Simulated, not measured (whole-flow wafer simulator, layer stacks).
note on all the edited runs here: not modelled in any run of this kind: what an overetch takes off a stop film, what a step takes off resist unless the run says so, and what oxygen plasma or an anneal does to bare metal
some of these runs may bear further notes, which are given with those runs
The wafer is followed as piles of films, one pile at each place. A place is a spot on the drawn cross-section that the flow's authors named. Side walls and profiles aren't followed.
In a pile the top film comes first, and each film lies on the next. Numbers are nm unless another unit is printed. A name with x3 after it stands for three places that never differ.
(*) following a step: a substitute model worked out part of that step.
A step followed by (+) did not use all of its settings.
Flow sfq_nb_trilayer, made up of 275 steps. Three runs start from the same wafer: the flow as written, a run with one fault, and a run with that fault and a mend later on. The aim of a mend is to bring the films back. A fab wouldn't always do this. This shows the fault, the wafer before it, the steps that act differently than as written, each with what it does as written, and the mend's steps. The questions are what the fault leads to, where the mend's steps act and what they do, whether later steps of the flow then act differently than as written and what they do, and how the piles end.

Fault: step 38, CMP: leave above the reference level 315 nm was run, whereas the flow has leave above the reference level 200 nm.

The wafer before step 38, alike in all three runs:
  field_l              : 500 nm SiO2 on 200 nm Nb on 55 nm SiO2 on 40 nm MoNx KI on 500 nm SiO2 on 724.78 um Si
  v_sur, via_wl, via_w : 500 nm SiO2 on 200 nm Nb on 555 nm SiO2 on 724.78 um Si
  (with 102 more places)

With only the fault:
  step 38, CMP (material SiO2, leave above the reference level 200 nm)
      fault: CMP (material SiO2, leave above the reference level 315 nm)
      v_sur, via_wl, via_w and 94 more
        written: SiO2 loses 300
        fault: SiO2 loses 185
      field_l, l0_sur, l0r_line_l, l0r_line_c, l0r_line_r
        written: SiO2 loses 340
        fault: SiO2 loses 225
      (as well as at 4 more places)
  Later steps of the flow acting differently than as written (4 other steps are not shown; they differ only slightly, by no more than 2% or 0.5 nm, whichever is larger):
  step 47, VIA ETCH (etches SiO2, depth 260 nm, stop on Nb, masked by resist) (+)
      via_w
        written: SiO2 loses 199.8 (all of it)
        fault: SiO2 loses 260
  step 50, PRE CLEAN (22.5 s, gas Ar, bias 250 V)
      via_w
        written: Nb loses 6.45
        fault: SiO2 loses 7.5
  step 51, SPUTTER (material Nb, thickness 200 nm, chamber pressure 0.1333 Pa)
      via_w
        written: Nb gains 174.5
        fault: Nb gains 163.1 (new film)
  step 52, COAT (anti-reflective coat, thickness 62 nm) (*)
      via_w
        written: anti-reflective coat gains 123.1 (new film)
        fault: anti-reflective coat gains 136.1 (new film)
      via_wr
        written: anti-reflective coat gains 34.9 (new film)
        fault: anti-reflective coat gains 33.2 (new film)
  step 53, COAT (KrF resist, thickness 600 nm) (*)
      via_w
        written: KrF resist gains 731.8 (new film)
        fault: KrF resist gains 781.6 (new film)
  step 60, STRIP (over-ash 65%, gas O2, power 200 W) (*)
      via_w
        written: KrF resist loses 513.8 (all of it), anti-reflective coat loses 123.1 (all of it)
        fault: KrF resist loses 563.6 (all of it), anti-reflective coat loses 136.1 (all of it)
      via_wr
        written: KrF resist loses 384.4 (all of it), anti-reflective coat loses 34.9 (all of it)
        fault: KrF resist loses 378.6 (all of it), anti-reflective coat loses 33.2 (all of it)
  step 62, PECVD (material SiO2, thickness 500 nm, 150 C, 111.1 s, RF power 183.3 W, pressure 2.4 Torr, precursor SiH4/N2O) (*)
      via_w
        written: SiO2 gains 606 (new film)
        fault: SiO2 gains 678.7 (new film)
  The piles end different from the flow's at field_l, v_sur, via_wl and 103 more by more than 2% or 0.5 nm, whichever is larger.
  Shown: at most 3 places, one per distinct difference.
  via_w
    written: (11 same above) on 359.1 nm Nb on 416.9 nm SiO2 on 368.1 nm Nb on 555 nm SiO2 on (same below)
    fault: (11 same above) on 359.1 nm Nb on 489.6 nm SiO2 on 163.1 nm Nb on 47.3 nm SiO2 on 200 nm Nb on 555 nm SiO2 on (same below)
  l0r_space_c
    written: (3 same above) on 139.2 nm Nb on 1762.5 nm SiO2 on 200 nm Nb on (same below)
    fault: (3 same above) on 139.2 nm Nb on 1877.5 nm SiO2 on 200 nm Nb on (same below)
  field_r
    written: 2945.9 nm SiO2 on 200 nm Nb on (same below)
    fault: 3060.9 nm SiO2 on 200 nm Nb on (same below)

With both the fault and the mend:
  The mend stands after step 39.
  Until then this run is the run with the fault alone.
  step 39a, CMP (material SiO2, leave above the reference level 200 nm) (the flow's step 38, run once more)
      field_l, v_sur, via_wl and 103 more
        SiO2 loses 115
  Later steps of the flow that are run all act as written at every place that is followed.
  The piles end the same as the flow's at every place that both follow.
